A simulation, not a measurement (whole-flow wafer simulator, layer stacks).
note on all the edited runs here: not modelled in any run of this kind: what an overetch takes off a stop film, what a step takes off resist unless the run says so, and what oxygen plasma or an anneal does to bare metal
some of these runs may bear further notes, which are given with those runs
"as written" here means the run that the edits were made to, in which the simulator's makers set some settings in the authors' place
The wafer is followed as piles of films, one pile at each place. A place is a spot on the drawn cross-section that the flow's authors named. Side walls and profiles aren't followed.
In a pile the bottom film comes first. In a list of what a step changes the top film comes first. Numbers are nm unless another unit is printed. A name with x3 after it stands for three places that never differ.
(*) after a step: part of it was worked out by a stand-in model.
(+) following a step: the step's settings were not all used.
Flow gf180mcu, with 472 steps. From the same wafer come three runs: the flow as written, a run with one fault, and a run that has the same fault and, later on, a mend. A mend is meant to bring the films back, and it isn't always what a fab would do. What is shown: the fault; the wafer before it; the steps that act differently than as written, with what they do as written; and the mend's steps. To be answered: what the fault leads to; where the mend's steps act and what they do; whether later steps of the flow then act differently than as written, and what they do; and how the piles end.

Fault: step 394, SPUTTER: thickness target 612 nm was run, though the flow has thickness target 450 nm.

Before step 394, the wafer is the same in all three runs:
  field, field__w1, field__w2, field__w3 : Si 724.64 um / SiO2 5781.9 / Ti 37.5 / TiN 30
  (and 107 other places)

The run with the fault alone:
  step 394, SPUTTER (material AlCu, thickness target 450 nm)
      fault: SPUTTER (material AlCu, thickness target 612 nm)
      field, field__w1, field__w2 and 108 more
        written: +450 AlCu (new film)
        fault: +612 AlCu (new film)
  Steps later in the flow that act otherwise than as written (1 other step is not shown; it differs only slightly, by no more than 2% or 0.5 nm, whichever is larger):
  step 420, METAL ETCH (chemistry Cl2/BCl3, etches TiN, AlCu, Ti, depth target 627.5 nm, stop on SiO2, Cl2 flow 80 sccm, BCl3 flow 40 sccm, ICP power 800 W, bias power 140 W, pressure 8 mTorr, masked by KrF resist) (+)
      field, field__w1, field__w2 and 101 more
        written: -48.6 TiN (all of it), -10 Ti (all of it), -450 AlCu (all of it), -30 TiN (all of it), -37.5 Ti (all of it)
        fault: -48.6 TiN (all of it), -10 Ti (all of it), -568.9 AlCu
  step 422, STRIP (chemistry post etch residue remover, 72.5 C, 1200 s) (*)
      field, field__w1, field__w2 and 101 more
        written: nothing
        fault: -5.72 AlCu
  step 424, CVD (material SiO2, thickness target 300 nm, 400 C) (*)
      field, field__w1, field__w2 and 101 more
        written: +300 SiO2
        fault: +300 SiO2 (new film)
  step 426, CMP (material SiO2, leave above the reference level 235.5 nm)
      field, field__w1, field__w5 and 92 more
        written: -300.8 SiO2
        fault: -243.7 SiO2
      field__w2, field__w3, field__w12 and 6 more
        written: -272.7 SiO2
        fault: -212.9 SiO2
  At field, field__w1, field__w2 and 109 more, the piles at the end differ from the flow's by more than 2% or 0.5 nm, whichever is larger.
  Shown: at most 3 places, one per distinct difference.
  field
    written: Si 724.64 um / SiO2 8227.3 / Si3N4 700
    fault: Si 724.64 um / SiO2 5781.9 / Ti 37.5 / TiN 30 / AlCu 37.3 / SiO2 2502.5 / Si3N4 700
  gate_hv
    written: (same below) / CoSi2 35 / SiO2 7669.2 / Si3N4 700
    fault: (same below) / CoSi2 35 / SiO2 5223.8 / Ti 37.5 / TiN 30 / AlCu 37.3 / SiO2 2502.5 / Si3N4 700
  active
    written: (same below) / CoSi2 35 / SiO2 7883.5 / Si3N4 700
    fault: (same below) / CoSi2 35 / SiO2 5438.1 / Ti 37.5 / TiN 30 / AlCu 37.3 / SiO2 2502.5 / Si3N4 700

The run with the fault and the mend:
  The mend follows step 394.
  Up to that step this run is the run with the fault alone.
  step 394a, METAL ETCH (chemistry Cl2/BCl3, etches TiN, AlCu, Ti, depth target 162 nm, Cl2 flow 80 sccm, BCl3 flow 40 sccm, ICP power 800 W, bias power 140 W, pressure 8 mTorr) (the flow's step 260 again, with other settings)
      field, field__w1, field__w2 and 108 more
        -162 AlCu
  None of the later steps of the flow acts differently than as written at any place that is followed.
  The piles end the same as the flow's at every place that both follow.
